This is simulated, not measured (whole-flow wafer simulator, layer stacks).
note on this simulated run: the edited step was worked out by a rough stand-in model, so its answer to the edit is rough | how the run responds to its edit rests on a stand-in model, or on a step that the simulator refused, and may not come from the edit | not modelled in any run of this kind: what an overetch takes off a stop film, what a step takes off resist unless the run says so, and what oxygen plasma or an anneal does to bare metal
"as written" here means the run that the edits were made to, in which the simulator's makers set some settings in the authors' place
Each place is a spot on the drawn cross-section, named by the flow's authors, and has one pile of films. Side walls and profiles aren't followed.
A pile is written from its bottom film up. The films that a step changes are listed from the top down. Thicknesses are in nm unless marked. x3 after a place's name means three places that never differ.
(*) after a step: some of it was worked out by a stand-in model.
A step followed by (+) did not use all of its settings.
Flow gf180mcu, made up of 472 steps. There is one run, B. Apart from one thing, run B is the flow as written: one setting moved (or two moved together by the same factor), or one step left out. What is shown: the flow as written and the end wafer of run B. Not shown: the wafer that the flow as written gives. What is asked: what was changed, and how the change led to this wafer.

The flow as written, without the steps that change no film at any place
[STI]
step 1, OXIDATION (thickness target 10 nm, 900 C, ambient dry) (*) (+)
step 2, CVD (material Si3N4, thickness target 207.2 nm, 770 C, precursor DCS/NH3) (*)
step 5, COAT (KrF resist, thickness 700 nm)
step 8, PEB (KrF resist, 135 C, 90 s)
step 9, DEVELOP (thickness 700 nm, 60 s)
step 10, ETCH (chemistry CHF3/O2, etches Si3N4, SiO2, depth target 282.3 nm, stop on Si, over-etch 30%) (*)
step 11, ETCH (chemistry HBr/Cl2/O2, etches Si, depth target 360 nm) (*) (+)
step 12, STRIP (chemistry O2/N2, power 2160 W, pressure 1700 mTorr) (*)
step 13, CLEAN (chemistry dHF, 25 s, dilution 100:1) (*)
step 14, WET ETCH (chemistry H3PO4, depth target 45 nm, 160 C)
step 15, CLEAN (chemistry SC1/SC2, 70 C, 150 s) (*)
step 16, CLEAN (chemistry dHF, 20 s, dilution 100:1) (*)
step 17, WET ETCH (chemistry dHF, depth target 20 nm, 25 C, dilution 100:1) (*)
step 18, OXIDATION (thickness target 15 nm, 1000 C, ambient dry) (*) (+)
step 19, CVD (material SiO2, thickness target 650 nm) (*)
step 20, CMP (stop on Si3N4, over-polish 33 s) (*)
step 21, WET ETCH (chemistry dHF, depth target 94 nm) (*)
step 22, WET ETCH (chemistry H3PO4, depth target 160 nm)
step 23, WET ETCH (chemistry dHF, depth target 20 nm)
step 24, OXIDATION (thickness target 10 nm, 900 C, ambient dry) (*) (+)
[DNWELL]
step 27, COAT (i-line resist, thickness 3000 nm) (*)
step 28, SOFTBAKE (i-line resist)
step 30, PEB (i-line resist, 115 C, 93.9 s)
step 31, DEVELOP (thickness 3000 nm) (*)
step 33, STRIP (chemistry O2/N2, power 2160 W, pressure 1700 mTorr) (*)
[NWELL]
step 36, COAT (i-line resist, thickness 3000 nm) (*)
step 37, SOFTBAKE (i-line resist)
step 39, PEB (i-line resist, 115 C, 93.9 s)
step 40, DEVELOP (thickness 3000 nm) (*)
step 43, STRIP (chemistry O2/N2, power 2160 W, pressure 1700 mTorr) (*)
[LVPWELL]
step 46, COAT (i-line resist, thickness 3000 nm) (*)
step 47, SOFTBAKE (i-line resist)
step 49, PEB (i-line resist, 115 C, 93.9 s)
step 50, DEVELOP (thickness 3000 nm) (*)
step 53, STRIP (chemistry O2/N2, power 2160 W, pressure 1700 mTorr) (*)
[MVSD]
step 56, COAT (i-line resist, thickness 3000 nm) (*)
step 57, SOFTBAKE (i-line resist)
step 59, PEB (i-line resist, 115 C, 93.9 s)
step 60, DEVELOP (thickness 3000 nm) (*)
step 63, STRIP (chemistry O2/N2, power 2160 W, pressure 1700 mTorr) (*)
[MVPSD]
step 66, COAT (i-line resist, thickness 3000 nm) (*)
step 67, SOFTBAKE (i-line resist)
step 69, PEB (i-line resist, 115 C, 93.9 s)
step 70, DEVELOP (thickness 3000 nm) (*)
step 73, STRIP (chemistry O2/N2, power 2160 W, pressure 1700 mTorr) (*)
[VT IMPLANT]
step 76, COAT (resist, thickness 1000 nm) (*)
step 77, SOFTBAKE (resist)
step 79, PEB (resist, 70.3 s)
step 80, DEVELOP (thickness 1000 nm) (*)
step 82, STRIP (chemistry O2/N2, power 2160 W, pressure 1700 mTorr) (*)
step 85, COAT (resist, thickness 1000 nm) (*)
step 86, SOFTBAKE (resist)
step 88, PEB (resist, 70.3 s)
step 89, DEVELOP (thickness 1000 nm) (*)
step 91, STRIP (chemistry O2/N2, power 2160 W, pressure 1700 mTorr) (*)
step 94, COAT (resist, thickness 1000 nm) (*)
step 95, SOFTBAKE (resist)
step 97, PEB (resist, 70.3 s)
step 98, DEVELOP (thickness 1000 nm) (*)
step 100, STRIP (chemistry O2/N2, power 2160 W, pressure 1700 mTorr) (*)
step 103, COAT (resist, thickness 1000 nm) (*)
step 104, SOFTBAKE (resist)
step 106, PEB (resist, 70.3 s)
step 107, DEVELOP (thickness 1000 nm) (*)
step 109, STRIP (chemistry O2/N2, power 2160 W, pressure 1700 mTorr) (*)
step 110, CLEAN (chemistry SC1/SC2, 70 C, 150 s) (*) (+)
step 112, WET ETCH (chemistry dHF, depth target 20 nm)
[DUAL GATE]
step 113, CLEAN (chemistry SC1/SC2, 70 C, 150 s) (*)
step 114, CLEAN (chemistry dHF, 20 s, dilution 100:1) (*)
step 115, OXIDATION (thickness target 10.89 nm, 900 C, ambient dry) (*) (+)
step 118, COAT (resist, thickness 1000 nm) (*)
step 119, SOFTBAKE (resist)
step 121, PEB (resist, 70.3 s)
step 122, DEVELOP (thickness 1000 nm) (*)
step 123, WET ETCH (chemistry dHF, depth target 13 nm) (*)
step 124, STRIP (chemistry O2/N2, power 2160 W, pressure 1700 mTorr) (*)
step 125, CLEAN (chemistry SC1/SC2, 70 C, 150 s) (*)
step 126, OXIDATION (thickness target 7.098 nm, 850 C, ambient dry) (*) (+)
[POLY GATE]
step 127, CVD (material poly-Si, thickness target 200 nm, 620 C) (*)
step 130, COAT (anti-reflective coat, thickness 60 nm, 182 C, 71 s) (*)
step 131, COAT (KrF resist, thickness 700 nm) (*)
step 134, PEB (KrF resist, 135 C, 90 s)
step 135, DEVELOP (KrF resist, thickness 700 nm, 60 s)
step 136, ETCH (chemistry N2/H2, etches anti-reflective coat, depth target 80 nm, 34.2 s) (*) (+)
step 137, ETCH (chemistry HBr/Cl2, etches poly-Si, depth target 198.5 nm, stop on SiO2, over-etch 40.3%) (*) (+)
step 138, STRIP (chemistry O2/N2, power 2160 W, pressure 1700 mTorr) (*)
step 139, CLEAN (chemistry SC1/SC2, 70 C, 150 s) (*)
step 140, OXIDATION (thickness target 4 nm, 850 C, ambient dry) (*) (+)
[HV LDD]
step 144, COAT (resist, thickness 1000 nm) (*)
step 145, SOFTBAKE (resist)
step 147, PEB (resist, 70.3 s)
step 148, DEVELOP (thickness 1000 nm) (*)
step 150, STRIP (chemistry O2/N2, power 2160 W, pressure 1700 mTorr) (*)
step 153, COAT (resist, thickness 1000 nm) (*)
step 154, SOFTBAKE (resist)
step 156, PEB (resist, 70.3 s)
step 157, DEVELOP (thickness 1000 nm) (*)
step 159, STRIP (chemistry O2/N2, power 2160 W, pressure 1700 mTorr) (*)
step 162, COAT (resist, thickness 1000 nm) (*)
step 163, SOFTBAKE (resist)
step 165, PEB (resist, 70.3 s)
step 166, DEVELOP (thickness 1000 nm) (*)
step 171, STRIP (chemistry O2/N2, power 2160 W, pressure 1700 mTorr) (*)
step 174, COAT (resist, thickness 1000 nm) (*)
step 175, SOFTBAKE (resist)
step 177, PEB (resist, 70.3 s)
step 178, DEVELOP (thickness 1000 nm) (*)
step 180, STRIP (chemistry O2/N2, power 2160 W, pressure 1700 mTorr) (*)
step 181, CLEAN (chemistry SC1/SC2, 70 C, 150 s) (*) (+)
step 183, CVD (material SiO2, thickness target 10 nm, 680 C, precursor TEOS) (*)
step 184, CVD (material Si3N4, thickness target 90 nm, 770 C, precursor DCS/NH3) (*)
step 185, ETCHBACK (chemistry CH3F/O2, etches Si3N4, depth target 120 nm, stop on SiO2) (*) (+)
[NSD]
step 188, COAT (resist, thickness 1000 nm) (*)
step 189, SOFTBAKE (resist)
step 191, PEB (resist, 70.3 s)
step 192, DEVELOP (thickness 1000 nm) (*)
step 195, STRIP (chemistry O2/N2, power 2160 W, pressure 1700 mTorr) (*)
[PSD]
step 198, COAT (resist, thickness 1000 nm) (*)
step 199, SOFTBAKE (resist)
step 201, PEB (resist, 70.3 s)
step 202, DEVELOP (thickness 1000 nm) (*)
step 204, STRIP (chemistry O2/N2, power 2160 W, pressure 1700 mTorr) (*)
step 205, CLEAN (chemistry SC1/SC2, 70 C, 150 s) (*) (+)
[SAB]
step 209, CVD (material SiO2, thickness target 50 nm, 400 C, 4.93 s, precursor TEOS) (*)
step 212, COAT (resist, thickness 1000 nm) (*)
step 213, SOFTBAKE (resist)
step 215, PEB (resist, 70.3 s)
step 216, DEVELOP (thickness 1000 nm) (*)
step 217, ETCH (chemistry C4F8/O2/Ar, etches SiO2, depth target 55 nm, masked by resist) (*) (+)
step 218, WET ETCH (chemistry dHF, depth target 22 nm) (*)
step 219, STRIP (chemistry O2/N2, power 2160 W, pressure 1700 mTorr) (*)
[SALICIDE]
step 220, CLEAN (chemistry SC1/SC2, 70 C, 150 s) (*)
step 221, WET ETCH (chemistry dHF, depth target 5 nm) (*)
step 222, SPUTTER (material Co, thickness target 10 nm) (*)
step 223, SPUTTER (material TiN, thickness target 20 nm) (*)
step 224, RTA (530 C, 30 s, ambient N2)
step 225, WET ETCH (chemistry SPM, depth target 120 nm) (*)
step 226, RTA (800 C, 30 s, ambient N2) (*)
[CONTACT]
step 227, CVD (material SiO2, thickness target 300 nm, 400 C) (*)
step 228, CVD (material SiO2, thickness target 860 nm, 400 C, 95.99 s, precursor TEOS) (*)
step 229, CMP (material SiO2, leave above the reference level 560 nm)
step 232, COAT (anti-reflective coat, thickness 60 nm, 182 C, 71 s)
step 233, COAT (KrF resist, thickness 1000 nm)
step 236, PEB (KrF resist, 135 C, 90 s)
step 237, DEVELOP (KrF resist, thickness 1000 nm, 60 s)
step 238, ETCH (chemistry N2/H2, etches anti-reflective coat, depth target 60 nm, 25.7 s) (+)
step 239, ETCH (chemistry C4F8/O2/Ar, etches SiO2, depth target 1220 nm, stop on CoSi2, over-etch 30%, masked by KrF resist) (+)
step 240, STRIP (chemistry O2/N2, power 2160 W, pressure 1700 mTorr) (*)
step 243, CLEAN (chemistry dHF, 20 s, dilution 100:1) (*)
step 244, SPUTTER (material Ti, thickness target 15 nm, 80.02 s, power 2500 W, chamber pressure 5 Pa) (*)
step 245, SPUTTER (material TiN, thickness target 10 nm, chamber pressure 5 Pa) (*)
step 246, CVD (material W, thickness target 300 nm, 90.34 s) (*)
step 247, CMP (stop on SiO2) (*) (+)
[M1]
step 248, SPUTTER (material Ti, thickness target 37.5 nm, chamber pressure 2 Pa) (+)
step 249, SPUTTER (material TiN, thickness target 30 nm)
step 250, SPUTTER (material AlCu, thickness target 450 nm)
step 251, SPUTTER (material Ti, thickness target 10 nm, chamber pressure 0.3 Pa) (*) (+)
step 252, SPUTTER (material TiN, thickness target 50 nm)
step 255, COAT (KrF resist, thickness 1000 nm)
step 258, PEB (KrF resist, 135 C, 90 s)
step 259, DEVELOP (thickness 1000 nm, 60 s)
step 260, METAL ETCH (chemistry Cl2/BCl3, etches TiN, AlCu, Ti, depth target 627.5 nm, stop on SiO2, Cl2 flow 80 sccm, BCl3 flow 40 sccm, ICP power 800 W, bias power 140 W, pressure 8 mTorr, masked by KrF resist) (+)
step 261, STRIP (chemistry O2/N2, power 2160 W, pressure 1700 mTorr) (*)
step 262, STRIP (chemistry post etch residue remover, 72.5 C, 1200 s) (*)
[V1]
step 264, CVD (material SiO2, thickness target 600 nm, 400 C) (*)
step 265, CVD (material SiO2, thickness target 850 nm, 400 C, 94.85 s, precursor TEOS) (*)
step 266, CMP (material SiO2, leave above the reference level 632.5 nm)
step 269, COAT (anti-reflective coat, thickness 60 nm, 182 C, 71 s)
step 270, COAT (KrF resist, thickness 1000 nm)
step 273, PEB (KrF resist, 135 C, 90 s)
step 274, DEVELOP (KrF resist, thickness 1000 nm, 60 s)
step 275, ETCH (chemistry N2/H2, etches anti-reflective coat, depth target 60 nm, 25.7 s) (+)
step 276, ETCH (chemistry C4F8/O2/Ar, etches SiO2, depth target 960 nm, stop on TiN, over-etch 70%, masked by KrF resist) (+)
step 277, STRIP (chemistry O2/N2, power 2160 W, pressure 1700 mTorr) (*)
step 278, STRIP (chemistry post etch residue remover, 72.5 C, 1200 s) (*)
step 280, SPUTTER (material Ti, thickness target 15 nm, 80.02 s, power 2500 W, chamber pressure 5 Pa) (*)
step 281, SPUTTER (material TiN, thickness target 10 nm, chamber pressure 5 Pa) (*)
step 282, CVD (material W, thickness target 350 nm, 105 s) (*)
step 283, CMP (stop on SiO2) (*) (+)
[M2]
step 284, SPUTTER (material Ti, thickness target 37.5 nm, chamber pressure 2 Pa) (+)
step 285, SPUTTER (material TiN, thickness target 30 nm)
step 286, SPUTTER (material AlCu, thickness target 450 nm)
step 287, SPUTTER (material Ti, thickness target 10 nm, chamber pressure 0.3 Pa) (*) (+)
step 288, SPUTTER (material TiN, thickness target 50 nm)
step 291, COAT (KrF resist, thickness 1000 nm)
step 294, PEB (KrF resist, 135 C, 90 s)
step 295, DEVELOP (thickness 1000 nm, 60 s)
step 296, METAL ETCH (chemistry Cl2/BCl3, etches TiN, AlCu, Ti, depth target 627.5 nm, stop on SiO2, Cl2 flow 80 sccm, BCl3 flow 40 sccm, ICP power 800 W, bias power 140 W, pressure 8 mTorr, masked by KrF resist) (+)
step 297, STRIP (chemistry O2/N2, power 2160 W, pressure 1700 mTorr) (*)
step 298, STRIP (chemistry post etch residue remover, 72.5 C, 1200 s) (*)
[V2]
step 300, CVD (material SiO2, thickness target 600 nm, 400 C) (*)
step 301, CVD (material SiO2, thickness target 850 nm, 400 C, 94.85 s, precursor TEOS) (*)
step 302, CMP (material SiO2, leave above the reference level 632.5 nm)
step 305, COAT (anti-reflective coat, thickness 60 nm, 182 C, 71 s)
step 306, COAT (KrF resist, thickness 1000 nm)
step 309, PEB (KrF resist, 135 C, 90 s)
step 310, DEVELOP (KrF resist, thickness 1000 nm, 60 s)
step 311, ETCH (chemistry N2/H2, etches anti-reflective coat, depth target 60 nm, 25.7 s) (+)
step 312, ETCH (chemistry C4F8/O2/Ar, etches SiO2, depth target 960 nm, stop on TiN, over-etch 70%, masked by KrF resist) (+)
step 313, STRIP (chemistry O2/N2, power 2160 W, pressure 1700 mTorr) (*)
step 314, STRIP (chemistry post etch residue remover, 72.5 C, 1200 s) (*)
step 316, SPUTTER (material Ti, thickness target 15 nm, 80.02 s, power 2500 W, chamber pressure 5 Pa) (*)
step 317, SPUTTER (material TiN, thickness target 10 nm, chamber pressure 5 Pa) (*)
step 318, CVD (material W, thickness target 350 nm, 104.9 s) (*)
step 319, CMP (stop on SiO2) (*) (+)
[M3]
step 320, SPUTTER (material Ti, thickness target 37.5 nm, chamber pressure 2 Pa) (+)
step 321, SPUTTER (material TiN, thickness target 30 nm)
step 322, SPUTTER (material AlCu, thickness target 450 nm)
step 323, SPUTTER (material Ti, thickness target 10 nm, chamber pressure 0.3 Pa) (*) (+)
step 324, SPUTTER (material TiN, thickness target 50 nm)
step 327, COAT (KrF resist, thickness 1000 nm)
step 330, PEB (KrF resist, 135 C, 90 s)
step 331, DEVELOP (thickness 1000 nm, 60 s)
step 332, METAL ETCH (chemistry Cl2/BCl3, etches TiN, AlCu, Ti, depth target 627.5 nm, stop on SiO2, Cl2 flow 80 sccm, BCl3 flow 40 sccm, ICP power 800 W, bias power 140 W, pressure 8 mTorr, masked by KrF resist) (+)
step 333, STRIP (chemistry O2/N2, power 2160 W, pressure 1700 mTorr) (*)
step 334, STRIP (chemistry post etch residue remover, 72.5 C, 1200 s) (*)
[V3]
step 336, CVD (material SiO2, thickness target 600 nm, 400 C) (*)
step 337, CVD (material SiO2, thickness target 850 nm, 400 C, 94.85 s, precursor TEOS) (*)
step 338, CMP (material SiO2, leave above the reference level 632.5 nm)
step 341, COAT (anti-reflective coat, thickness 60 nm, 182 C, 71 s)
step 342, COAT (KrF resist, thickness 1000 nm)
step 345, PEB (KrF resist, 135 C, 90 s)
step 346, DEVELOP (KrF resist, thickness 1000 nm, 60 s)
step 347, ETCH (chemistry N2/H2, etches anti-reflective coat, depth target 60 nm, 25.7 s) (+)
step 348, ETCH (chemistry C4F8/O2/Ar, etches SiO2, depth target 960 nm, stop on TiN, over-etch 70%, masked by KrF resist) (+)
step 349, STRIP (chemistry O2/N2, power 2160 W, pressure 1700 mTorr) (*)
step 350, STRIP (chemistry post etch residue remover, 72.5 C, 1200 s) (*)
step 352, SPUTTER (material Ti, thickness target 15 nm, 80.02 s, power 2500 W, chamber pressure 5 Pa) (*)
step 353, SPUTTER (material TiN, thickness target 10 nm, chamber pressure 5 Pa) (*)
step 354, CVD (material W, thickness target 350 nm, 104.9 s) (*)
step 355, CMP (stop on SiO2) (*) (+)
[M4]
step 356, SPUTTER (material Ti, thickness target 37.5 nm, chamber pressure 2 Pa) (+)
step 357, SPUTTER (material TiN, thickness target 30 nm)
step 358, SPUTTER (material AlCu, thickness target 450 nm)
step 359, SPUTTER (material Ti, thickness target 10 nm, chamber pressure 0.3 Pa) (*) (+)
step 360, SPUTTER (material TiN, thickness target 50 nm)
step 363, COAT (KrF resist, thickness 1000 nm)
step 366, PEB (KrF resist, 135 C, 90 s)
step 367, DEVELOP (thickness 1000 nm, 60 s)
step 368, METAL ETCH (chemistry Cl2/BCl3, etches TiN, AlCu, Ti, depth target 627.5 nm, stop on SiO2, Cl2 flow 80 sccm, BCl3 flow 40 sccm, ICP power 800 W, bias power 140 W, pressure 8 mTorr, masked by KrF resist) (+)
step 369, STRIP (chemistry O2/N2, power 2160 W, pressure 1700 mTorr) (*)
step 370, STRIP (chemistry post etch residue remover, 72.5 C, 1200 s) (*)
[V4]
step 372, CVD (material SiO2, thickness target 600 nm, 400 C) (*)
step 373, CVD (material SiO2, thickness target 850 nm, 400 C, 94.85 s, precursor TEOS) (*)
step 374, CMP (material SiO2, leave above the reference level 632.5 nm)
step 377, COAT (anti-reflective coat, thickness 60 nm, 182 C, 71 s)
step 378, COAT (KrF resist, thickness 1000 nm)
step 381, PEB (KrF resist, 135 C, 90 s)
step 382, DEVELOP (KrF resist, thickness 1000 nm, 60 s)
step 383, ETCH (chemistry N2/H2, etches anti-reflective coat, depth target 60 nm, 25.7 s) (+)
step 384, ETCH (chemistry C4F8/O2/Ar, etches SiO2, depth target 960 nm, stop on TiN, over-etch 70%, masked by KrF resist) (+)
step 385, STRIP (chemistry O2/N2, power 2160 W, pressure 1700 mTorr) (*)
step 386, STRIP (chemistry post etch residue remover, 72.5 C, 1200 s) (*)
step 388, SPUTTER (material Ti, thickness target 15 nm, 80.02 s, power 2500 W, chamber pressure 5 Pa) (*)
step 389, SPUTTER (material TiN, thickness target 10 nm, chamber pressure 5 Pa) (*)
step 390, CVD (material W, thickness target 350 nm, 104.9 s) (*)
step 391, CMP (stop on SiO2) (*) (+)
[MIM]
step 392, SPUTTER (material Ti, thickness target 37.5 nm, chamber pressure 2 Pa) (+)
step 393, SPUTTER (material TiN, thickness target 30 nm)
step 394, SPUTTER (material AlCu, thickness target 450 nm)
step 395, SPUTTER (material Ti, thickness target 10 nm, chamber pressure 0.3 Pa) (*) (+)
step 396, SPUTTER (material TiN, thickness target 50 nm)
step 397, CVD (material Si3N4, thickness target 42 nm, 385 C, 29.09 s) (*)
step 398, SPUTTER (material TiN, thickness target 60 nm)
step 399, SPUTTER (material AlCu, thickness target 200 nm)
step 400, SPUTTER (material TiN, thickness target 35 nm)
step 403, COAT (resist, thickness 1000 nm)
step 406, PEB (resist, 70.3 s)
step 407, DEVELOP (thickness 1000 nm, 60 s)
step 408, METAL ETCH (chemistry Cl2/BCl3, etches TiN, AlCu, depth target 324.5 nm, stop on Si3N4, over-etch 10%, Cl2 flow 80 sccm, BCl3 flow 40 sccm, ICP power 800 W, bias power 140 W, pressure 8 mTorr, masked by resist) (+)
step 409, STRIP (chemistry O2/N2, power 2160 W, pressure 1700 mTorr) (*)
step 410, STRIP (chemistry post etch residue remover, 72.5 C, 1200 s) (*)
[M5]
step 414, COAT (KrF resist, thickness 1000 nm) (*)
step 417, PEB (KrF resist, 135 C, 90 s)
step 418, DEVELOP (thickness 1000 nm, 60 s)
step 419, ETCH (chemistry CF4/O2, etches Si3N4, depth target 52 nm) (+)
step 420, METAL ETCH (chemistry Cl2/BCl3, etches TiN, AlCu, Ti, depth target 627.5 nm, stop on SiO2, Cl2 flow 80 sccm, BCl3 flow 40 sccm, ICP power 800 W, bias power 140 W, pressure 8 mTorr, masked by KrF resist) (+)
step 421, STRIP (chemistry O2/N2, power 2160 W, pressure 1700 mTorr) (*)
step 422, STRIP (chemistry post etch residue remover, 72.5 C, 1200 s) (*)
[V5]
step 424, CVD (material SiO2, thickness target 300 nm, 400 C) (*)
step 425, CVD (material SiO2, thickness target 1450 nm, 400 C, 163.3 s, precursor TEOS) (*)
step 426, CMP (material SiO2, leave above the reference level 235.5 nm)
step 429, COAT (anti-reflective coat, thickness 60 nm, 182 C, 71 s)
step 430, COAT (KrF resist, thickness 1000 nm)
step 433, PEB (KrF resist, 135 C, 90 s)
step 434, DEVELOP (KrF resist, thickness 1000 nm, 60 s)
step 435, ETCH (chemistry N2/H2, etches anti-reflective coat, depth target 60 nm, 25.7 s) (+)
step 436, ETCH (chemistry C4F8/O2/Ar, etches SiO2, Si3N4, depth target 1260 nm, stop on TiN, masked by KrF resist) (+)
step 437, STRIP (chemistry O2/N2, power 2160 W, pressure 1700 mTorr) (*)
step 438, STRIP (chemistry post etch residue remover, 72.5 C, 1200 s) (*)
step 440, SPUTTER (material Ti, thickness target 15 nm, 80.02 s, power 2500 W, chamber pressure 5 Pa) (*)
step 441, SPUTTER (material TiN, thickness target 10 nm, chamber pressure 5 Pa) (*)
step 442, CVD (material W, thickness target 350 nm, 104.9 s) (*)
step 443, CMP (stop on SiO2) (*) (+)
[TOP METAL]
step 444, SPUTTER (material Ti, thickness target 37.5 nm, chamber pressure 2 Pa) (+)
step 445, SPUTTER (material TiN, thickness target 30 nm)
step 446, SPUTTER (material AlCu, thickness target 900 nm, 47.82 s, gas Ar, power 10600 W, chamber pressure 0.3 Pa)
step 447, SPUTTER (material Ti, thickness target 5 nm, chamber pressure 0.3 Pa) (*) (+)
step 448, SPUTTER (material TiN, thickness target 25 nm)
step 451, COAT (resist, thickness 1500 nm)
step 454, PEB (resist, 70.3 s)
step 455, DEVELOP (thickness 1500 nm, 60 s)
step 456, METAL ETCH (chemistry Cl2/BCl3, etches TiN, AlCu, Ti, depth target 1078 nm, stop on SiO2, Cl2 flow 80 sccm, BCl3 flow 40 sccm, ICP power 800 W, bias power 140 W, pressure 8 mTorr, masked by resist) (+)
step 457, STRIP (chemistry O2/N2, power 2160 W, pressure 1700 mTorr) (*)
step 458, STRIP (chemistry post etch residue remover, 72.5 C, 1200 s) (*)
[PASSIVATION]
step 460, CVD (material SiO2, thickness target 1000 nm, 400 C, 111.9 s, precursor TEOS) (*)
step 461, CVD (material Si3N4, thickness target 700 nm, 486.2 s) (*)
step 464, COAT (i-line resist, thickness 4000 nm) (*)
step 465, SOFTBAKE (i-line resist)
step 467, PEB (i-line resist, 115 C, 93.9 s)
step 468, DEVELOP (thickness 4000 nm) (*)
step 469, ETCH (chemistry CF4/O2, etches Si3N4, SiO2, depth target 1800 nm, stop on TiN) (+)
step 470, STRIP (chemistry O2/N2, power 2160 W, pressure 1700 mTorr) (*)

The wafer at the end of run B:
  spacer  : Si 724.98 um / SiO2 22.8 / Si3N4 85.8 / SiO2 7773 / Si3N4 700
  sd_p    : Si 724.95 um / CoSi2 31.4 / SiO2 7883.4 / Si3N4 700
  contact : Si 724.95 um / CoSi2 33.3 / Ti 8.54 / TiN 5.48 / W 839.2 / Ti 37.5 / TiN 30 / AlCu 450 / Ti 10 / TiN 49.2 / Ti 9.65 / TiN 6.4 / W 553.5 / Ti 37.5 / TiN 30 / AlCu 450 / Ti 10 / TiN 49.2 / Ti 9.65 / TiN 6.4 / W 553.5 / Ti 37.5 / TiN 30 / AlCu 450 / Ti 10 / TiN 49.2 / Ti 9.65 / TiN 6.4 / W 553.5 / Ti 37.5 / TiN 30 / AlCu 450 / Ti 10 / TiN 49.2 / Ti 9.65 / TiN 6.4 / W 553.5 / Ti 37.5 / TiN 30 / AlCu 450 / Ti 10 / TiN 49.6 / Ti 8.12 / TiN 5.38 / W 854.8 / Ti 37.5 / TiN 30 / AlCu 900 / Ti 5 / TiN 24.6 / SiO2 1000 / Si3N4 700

The reason: step 183, CVD: thickness target 15.6 nm was run, though the flow has thickness target 10 nm.

The path from the change to this, step by step:
  step 183, CVD (material SiO2, thickness target 10 nm, 680 C, precursor TEOS) (*)
      field, field__w1, field__w2 and 99 more: SiO2 gains 15.6 (as written it would have been: SiO2 gains 10)
      ld_drift_p: SiO2 gains 15.4 (as written it would have been: SiO2 gains 9.87)
      (also at 1 further place)
  step 189, SOFTBAKE (resist)
      field__w9: resist loses 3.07 (as written it would have been: resist gains 6.92)
      field_sub__w1: resist gains 9.77 (as written it would have been: resist gains 7.47)
  step 199, SOFTBAKE (resist)
      field__w9: resist loses 3.07 (as written it would have been: resist gains 6.92)
      field_sub__w1: resist gains 9.77 (as written it would have been: resist gains 7.47)
  step 218, WET ETCH (chemistry dHF, depth target 22 nm) (*)
      gate, gate_hv, gate_p and 23 more: SiO2 loses 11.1 (all of it) (as written it would have been: SiO2 loses 5.48 (all of it))
      field, sti, mim_1p0 and 13 more: SiO2 loses 25.3 (as written it would have been: SiO2 loses 24.5)
      (also at 57 further places)
  step 229, CMP (material SiO2, leave above the reference level 560 nm)
      field__w2: SiO2 loses 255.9 (as written it would have been: SiO2 loses 250)
      field__w3: SiO2 loses 238.1 (as written it would have been: SiO2 loses 232.3)
      (also at 4 further places)
